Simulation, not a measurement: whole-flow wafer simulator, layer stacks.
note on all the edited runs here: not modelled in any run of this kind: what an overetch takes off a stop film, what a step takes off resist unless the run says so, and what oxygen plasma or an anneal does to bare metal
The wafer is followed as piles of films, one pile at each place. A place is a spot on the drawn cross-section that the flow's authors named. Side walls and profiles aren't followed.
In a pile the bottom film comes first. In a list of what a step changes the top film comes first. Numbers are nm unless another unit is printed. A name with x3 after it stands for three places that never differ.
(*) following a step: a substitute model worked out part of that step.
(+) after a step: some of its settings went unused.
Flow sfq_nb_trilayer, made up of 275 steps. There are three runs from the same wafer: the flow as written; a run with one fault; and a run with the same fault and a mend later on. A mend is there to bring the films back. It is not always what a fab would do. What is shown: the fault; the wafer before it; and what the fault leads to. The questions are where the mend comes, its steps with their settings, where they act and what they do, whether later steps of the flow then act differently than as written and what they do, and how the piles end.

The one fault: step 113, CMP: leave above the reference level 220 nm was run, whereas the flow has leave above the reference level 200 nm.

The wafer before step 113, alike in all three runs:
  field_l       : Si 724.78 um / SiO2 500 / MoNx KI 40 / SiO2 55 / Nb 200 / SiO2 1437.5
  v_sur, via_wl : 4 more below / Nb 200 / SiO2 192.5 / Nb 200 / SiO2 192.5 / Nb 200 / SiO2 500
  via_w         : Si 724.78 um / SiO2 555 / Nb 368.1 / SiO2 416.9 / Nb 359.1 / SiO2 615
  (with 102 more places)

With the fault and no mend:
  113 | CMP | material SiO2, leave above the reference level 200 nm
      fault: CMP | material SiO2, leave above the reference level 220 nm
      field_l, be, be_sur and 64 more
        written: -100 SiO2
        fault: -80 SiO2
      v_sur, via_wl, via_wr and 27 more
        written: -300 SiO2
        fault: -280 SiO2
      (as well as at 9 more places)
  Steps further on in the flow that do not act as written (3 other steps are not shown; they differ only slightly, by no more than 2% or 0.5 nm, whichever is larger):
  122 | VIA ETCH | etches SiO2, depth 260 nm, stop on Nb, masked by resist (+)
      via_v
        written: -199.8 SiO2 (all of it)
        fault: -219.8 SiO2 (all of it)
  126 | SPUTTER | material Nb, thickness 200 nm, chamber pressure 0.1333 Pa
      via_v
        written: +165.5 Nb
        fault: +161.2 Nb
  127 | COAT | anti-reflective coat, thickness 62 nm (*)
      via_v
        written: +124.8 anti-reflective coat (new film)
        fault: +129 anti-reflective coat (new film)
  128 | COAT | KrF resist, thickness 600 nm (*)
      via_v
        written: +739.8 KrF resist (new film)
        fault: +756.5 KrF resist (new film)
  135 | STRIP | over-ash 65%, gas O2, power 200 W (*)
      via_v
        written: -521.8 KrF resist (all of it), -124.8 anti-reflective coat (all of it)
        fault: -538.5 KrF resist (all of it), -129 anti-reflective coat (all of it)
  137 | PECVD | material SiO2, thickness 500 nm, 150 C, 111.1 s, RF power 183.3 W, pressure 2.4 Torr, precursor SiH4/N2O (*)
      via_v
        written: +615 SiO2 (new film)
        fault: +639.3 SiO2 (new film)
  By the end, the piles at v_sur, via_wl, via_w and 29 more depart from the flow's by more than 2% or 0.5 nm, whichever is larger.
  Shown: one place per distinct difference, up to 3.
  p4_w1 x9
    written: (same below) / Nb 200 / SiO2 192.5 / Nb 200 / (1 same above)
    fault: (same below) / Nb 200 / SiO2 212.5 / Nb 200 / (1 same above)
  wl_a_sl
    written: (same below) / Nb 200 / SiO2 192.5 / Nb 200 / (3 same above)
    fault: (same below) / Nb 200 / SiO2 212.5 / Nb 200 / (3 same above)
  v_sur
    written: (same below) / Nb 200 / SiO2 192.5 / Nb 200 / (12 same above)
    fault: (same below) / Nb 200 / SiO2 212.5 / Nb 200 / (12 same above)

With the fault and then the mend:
  After step 120 comes the mend.
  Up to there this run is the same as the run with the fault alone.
  120a | STRIP | over-ash 65%, gas O2, power 200 W (*)
      field_l, v_sur, via_wl and 102 more
        -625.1 KrF resist (all of it), -62 anti-reflective coat (all of it)
      via_v
        -62 anti-reflective coat (all of it)
  120b | CMP | material SiO2, leave above the reference level 200 nm (a further turn of the flow's step 113)
      field_l, v_sur, via_wl and 103 more
        -20 SiO2
  120c | COAT | anti-reflective coat, thickness 62 nm (a further turn of the flow's step 115)
      field_l, v_sur, via_wl and 103 more
        +62 anti-reflective coat (new film)
  120d | COAT | KrF resist, thickness 650 nm (a further turn of the flow's step 116)
      field_l, v_sur, via_wl and 103 more
        +650 KrF resist (new film)
  120e | SOFTBAKE | KrF resist (a further turn of the flow's step 117)
      does not change any film at any place that is followed
  120f | EXPOSE | photomask I3, dose 11.91 mJ/cm2, NA 0.6, wavelength 248 nm (*) (a further turn of the flow's step 118)
      does not change any film at any place that is followed
  120g | PEB | KrF resist, 90 s (a further turn of the flow's step 119)
      field_l, v_sur, via_wl and 103 more
        -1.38 KrF resist
  120h | DEVELOP | KrF resist, thickness 650 nm, 60 s (a further turn of the flow's step 120)
      field_l, v_sur, via_wl and 102 more
        -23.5 KrF resist
      via_v
        -648.6 KrF resist (all of it)
  None of the later steps of the flow acts differently than as written at any place that is followed.
  By the end, the piles equal the flow's at every place that both follow.
